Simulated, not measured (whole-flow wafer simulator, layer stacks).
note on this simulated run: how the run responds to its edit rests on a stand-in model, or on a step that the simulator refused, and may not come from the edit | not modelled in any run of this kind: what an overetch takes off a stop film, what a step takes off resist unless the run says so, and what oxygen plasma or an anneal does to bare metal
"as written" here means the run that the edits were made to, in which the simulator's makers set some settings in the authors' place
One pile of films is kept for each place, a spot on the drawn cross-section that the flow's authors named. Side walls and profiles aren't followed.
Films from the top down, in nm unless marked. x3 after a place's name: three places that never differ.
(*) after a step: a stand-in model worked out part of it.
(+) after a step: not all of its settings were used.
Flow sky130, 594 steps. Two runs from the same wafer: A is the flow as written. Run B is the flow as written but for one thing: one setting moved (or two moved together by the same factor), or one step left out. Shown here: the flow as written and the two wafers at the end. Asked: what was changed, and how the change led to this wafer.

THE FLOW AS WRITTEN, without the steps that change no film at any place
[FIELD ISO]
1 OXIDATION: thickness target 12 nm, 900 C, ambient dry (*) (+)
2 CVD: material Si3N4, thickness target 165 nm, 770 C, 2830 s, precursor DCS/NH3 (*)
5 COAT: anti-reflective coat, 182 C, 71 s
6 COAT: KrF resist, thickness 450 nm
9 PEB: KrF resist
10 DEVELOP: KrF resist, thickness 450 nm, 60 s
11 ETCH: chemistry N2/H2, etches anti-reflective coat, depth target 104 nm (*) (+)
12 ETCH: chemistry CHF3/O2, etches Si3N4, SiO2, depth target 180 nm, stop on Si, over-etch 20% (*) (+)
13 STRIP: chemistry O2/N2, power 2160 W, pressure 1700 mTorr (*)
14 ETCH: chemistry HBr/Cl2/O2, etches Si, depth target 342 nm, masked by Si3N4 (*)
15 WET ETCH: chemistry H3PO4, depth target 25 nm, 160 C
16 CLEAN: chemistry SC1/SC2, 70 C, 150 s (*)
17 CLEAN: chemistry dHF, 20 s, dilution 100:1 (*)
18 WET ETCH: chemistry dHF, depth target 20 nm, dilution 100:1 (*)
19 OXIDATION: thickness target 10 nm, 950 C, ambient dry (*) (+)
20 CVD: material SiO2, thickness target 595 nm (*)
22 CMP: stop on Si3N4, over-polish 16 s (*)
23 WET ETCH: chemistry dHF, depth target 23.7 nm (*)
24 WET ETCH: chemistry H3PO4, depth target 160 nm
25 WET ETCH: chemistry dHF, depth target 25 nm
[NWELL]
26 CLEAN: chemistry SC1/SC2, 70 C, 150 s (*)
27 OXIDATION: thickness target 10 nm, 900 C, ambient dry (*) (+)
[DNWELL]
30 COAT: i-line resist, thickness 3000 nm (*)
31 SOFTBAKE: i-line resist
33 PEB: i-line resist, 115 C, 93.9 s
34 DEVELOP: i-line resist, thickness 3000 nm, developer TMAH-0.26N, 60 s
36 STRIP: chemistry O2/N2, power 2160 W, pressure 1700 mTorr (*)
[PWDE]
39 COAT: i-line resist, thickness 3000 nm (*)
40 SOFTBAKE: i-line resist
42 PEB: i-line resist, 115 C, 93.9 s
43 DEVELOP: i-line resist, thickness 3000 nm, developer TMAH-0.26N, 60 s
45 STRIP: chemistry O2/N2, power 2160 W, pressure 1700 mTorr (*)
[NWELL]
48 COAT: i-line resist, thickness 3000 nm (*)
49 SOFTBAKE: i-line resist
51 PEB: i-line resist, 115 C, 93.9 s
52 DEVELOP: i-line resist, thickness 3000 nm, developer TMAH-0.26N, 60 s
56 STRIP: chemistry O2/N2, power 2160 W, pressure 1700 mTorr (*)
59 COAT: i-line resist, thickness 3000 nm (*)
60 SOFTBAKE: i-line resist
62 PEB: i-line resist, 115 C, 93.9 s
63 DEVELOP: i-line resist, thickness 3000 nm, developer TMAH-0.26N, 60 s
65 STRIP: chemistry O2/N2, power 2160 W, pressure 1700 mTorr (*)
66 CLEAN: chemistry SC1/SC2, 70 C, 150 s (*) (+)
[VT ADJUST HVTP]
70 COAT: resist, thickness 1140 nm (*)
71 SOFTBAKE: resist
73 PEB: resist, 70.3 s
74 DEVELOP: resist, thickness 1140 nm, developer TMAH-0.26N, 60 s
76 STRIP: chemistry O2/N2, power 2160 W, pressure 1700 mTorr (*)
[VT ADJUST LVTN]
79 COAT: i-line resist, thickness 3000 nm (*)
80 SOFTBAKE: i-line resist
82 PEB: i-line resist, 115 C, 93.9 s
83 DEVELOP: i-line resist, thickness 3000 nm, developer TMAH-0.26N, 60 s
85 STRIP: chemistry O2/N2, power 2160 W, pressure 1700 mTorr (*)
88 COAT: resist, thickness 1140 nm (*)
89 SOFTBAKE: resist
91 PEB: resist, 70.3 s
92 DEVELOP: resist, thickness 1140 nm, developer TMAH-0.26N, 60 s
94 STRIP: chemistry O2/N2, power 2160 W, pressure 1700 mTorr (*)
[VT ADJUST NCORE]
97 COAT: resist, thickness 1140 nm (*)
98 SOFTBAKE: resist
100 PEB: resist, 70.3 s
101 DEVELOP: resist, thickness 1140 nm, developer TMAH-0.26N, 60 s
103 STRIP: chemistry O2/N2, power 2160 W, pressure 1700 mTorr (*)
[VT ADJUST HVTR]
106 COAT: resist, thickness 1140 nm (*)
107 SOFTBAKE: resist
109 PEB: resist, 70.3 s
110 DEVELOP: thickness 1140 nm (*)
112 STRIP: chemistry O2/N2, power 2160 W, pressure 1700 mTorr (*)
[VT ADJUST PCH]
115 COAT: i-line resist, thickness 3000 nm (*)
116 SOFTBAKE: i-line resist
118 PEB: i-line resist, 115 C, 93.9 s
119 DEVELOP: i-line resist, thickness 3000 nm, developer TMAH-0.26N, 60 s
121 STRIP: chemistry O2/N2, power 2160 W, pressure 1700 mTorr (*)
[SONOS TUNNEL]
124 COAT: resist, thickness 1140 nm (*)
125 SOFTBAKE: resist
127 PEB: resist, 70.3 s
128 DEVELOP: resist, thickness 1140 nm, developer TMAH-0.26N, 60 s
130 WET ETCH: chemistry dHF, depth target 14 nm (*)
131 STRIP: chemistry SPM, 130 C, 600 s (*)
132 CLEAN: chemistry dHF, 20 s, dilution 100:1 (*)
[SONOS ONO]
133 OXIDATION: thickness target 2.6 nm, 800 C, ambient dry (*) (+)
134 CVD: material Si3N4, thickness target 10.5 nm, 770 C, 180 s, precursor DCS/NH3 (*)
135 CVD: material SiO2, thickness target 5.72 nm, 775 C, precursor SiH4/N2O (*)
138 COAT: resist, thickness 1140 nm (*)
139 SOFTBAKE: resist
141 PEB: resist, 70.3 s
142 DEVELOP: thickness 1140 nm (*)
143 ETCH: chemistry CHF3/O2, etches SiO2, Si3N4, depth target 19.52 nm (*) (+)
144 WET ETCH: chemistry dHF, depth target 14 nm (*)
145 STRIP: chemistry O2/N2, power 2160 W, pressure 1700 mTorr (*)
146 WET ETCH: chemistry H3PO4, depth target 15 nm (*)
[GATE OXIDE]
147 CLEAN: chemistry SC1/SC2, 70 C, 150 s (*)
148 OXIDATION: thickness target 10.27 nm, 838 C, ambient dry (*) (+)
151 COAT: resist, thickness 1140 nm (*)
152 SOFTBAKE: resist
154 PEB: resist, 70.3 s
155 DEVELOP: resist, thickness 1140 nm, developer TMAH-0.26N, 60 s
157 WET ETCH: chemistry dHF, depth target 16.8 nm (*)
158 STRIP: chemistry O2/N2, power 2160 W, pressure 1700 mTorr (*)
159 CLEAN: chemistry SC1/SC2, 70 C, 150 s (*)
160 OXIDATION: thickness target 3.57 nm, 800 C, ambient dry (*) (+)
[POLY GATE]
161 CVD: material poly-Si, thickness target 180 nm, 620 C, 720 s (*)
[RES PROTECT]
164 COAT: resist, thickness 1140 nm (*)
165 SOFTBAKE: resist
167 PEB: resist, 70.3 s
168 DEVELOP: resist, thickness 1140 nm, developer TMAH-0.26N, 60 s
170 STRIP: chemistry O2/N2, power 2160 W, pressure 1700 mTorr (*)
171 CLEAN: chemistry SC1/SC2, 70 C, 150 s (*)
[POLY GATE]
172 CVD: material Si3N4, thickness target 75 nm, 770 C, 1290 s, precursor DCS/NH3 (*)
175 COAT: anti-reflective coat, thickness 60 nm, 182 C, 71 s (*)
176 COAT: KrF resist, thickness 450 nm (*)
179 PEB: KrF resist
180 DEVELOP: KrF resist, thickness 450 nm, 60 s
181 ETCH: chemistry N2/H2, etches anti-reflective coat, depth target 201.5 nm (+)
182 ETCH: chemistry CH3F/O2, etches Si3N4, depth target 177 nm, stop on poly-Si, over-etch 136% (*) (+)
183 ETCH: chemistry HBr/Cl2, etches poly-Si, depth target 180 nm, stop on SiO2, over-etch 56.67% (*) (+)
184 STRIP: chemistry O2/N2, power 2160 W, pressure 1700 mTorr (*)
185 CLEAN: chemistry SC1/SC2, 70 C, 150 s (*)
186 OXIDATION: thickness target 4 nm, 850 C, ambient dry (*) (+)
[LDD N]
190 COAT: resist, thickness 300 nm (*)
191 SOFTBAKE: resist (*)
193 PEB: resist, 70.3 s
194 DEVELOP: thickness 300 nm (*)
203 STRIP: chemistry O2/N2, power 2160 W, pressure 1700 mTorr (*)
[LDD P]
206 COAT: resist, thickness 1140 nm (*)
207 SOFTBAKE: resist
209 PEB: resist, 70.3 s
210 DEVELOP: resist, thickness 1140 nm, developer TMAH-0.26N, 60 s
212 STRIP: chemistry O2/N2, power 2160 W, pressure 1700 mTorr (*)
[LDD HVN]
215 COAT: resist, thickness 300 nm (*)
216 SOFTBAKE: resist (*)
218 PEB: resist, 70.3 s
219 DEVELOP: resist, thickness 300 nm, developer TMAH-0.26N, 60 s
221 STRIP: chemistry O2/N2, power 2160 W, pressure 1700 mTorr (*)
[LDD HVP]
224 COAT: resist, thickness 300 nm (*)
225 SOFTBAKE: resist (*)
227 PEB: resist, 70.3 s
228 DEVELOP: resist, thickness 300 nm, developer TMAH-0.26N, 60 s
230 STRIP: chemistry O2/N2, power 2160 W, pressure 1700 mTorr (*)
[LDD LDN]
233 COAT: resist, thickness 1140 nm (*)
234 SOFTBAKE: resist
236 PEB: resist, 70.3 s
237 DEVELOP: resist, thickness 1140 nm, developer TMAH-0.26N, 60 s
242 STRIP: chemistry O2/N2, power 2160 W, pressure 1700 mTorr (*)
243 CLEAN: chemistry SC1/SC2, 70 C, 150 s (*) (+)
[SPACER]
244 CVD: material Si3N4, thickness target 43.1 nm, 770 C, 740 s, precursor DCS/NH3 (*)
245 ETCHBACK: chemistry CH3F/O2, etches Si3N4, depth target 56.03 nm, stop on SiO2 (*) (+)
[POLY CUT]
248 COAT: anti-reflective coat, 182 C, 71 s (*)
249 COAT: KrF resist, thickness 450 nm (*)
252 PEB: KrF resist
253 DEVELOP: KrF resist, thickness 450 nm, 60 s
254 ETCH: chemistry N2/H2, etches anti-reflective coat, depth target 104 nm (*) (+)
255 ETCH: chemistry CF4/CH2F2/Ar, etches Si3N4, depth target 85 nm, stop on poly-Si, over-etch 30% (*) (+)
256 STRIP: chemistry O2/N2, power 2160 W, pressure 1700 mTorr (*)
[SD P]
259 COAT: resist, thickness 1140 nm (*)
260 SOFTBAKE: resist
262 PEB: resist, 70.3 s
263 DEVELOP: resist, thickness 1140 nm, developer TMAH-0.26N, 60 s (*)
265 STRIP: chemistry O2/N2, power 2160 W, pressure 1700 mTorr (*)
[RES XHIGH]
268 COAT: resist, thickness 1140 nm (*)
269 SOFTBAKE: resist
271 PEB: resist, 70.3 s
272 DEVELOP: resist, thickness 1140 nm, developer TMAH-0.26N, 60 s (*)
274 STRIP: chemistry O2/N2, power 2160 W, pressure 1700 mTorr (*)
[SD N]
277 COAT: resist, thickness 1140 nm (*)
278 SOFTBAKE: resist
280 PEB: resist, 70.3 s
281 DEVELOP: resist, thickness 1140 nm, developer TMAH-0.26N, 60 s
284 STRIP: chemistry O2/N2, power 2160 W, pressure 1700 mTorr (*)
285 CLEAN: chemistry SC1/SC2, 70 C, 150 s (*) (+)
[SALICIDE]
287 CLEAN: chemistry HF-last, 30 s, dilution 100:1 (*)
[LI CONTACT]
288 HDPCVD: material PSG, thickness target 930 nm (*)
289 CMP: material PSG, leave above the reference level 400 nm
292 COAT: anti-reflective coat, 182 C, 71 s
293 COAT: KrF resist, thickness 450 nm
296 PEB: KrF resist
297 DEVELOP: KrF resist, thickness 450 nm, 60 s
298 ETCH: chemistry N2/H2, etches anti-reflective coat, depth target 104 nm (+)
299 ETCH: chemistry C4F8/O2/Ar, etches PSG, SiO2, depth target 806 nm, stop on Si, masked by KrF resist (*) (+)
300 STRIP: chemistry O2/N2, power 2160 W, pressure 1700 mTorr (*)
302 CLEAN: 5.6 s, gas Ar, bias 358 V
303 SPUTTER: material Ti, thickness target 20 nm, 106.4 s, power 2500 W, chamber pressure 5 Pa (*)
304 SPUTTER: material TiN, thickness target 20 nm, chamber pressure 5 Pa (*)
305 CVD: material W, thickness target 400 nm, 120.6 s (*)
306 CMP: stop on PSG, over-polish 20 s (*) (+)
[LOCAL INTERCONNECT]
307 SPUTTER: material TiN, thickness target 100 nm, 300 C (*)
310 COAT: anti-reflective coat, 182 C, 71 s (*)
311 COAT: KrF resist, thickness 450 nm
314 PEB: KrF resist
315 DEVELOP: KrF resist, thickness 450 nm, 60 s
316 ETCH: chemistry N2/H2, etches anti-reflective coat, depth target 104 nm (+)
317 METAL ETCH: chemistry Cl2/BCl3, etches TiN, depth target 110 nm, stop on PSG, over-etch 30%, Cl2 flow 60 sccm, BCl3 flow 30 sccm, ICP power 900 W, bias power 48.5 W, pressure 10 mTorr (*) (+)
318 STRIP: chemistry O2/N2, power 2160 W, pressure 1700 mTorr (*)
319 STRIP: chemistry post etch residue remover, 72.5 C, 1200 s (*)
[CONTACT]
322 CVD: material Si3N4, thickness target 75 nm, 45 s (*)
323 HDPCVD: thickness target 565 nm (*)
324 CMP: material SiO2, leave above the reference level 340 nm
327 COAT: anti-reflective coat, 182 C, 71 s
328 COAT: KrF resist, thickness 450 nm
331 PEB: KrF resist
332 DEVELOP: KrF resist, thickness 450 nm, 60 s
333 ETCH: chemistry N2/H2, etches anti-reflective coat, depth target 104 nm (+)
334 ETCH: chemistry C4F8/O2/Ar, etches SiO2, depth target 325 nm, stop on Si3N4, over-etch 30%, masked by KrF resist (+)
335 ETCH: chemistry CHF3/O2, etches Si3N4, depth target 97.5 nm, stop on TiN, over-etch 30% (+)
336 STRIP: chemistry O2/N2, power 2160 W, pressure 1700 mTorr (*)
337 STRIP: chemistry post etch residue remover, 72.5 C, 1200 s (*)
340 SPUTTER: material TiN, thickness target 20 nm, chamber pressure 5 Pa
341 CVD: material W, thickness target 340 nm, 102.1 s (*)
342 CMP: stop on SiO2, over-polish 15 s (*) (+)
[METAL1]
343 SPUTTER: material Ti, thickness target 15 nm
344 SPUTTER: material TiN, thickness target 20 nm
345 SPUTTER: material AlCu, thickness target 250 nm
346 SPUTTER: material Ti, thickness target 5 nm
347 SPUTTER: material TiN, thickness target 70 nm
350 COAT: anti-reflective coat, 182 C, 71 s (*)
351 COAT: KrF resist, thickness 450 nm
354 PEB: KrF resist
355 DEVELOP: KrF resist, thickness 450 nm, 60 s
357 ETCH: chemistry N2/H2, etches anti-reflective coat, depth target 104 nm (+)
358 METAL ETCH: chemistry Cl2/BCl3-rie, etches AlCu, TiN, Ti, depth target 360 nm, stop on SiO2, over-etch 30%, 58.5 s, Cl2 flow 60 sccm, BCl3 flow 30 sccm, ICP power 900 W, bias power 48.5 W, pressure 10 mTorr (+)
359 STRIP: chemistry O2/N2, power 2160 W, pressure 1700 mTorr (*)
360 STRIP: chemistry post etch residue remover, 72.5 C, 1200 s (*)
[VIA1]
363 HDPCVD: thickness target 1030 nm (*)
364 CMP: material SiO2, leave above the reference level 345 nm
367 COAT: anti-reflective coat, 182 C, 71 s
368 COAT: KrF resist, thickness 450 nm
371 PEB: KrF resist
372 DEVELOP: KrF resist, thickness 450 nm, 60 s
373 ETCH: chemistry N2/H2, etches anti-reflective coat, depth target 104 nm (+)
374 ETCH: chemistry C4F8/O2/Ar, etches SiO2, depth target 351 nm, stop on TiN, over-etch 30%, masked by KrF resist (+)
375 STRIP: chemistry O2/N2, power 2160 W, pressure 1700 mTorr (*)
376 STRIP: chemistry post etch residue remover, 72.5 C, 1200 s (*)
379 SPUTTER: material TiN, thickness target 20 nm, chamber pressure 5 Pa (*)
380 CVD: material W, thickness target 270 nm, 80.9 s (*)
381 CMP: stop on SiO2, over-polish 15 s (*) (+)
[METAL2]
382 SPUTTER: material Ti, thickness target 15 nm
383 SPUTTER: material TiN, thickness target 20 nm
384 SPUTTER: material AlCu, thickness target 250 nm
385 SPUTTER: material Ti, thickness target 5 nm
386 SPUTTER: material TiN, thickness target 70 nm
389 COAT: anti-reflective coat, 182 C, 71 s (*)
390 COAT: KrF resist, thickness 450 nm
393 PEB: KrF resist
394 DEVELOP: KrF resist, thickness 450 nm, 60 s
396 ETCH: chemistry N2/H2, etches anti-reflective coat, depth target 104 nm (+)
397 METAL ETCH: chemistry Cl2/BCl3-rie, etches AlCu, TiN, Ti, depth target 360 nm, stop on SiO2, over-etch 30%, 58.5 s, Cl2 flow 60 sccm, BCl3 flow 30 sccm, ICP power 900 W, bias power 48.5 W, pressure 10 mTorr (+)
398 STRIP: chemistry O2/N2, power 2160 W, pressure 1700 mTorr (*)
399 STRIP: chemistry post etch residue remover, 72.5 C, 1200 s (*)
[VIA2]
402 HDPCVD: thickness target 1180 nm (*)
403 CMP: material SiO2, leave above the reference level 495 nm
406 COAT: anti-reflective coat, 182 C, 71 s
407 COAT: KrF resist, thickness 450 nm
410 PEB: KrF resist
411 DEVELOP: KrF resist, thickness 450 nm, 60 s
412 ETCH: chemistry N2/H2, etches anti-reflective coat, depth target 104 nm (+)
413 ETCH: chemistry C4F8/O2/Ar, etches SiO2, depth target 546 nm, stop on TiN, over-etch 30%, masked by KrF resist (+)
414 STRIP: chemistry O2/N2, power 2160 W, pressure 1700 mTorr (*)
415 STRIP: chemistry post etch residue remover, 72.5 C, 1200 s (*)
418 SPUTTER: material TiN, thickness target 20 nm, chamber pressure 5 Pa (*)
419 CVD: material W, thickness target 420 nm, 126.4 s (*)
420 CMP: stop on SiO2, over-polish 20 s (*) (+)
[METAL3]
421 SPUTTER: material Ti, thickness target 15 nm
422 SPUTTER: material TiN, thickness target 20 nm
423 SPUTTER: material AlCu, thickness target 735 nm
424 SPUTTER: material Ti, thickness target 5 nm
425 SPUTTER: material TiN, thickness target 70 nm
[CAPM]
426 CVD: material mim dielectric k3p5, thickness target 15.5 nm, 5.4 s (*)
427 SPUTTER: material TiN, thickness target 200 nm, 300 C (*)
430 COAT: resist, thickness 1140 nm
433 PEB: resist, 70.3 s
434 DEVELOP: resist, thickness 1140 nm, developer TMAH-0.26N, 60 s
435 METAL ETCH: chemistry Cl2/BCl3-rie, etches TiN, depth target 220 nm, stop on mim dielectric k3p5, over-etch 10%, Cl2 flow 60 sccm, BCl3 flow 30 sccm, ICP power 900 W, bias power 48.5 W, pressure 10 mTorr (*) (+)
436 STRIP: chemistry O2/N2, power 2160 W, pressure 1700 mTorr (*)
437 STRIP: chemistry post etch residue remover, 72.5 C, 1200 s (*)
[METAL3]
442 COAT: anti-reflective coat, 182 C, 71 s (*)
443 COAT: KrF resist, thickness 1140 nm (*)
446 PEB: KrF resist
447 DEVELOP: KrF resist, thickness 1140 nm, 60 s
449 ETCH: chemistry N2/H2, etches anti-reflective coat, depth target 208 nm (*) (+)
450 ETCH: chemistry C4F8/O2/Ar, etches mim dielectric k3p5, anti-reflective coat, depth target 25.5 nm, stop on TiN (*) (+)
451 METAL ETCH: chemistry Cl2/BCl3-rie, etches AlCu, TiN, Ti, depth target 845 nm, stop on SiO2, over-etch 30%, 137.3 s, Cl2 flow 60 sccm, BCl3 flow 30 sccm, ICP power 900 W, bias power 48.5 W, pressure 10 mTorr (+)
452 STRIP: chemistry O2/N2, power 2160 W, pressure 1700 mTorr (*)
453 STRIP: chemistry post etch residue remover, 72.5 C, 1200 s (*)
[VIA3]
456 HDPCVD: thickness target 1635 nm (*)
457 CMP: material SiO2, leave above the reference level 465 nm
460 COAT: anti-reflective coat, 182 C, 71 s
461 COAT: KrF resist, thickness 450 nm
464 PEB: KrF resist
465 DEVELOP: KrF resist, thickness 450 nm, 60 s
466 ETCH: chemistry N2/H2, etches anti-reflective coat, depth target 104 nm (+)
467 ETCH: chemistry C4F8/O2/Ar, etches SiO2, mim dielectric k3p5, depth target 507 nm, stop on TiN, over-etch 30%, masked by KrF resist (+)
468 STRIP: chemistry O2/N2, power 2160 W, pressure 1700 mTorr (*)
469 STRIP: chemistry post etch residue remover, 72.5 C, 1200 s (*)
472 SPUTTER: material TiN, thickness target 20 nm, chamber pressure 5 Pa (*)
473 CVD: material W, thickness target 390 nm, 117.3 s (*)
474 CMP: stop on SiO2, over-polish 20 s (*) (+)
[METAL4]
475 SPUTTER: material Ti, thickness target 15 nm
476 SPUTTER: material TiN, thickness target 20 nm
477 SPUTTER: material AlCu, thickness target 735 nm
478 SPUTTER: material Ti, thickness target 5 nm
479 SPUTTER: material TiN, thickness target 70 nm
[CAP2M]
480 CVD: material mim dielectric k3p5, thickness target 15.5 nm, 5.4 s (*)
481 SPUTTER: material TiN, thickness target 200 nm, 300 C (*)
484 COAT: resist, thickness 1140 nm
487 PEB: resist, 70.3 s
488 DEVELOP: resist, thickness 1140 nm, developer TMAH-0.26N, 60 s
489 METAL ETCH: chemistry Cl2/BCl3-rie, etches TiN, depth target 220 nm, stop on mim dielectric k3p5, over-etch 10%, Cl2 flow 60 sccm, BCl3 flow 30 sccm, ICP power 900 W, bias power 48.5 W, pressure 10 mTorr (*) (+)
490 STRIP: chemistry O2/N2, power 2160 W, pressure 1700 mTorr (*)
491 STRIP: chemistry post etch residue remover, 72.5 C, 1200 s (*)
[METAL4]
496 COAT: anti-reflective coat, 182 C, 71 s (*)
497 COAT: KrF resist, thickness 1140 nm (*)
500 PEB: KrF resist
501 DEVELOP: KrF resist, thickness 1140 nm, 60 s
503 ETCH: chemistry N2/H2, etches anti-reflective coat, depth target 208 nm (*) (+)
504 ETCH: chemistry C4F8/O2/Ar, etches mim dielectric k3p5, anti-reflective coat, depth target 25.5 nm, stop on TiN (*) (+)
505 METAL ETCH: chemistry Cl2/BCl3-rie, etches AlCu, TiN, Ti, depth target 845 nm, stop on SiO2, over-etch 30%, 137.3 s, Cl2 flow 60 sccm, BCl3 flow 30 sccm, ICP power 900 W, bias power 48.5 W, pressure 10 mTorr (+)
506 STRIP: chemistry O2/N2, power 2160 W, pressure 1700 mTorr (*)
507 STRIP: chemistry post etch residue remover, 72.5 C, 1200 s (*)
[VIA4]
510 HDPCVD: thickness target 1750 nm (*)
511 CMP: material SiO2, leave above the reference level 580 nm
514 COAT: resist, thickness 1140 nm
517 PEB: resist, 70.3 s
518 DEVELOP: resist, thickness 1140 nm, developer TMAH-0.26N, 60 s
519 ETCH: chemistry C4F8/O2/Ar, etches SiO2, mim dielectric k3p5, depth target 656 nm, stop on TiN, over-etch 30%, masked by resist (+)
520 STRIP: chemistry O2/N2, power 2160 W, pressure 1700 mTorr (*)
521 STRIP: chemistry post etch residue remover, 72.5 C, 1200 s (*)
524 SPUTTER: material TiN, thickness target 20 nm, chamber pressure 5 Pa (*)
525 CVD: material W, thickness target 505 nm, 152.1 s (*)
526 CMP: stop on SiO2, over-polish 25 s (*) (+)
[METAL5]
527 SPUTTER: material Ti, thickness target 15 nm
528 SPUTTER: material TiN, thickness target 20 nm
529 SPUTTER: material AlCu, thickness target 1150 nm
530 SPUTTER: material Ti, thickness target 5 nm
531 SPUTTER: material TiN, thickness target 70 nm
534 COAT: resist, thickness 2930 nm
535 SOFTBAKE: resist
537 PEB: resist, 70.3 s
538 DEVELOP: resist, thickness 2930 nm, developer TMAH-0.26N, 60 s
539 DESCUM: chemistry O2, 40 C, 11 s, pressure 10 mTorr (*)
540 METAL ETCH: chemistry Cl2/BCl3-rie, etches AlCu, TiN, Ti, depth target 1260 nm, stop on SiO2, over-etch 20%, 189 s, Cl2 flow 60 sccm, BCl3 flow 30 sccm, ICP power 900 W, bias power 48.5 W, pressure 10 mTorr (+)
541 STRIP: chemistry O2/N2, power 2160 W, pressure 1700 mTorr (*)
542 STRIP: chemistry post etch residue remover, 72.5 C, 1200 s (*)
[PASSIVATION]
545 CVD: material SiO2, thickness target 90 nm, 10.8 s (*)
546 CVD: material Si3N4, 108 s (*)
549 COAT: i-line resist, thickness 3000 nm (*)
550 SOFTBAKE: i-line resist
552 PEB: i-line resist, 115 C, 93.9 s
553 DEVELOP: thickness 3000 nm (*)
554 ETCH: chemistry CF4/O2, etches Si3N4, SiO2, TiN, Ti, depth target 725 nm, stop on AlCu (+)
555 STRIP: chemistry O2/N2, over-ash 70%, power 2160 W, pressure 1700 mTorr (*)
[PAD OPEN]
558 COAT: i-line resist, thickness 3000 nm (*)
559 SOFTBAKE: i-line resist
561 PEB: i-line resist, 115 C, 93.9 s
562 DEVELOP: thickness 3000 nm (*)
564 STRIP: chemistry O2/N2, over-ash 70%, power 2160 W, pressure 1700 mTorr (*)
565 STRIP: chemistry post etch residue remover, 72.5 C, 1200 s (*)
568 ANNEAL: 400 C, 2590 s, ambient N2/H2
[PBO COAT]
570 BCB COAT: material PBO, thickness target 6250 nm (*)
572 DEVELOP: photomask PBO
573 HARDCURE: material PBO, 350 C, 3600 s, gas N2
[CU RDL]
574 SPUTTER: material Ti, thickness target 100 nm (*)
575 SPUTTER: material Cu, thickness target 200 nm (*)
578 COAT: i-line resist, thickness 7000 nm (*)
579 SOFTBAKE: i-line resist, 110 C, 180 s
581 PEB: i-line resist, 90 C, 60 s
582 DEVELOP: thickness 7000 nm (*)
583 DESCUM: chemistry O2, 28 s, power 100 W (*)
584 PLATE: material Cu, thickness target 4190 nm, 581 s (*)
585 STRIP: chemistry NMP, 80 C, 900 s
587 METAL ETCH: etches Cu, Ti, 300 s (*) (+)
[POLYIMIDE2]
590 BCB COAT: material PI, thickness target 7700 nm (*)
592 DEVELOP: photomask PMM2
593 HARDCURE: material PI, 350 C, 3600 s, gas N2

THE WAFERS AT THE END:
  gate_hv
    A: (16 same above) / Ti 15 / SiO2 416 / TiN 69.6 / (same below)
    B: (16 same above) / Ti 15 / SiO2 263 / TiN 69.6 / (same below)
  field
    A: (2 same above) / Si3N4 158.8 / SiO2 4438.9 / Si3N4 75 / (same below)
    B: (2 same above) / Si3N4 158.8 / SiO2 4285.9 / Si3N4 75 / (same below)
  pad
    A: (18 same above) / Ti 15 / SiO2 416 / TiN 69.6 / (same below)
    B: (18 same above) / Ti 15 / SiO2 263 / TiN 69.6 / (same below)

The cause: step 403, CMP: leave above the reference level 342 nm was run, where the flow has leave above the reference level 495 nm.

How the change led to this, step by step:
  403 CMP: material SiO2, leave above the reference level 495 nm
      n_well, p_well, gate_hv and 101 more: A SiO2 -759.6 | B SiO2 -912.6
      field, active, gate and 82 more: A SiO2 -389.1 | B SiO2 -542.1
      (and at 2 more places)
  413 ETCH: chemistry C4F8/O2/Ar, etches SiO2, depth target 546 nm, stop on TiN, over-etch 30%, masked by KrF resist (+)
      field, active, n_well and 186 more: A KrF resist -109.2 | B KrF resist -69.5
      m1: A SiO2 -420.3 (all of it) | B SiO2 -267.3 (all of it)
      (and at 1 more place)
  414 STRIP: chemistry O2/N2, power 2160 W, pressure 1700 mTorr (*)
      field, active, n_well and 186 more: A KrF resist -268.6 (all of it), anti-reflective coat -80 (all of it) | B KrF resist -308.3 (all of it), anti-reflective coat -80 (all of it)
  418 SPUTTER: material TiN, thickness target 20 nm, chamber pressure 5 Pa (*)
      m1, via2_hole: A TiN +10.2 | B TiN +12.4
  419 CVD: material W, thickness target 420 nm, 126.4 s (*)
      m1: A W +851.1 (new film) | B W +695.9 (new film)
      via2_hole: A W +850.7 (new film) | B W +695.5 (new film)
